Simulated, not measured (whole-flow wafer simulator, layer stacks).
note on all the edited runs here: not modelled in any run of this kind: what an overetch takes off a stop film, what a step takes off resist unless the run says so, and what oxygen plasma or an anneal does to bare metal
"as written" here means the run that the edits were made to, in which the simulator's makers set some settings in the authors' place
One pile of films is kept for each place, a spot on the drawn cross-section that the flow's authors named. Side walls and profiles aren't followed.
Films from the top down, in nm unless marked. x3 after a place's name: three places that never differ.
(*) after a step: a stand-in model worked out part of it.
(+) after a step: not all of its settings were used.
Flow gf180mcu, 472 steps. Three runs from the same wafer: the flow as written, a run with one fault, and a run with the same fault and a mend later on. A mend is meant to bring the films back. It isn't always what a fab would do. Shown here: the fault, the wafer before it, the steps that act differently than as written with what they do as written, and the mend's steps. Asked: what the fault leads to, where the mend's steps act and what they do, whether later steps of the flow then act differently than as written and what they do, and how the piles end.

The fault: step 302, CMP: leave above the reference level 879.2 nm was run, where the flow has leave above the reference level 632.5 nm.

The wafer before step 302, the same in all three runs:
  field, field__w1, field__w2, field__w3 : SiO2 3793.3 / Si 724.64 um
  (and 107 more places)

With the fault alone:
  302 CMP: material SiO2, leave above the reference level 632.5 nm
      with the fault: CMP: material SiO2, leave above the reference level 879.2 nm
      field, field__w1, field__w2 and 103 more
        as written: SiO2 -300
        with the fault: SiO2 -53.3
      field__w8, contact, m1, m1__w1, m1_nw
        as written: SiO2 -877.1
        with the fault: SiO2 -630.4
  Later steps of the flow that act differently than as written:
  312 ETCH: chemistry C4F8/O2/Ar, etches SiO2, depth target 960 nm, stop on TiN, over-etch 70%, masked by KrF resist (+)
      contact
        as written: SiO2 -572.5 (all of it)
        with the fault: SiO2 -819.2 (all of it)
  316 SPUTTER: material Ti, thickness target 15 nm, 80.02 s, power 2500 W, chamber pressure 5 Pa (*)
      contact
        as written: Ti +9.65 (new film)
        with the fault: Ti +8.37 (new film)
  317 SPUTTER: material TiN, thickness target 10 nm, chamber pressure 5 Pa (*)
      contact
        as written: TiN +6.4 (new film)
        with the fault: TiN +5.54 (new film)
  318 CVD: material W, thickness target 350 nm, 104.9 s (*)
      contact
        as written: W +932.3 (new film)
        with the fault: W +1181.1 (new film)
  At the end the piles differ from the flow's by more than 2% or 0.5 nm, whichever is larger, at field, field__w1, field__w2 and 109 more.
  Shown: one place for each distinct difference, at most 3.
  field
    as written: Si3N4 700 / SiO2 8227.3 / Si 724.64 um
    with the fault: Si3N4 700 / SiO2 8474 / Si 724.64 um
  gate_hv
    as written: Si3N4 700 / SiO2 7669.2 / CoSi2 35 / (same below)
    with the fault: Si3N4 700 / SiO2 7915.9 / CoSi2 35 / (same below)
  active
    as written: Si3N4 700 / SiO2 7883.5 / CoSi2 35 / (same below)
    with the fault: Si3N4 700 / SiO2 8130.2 / CoSi2 35 / (same below)

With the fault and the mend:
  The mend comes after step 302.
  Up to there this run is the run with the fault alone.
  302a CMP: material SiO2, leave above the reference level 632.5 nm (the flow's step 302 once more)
      field, field__w1, field__w2 and 108 more
        SiO2 -246.7
  No later step of the flow acts differently than as written at any place that is followed.
  At the end the piles are the same as the flow's at every place that both follow.
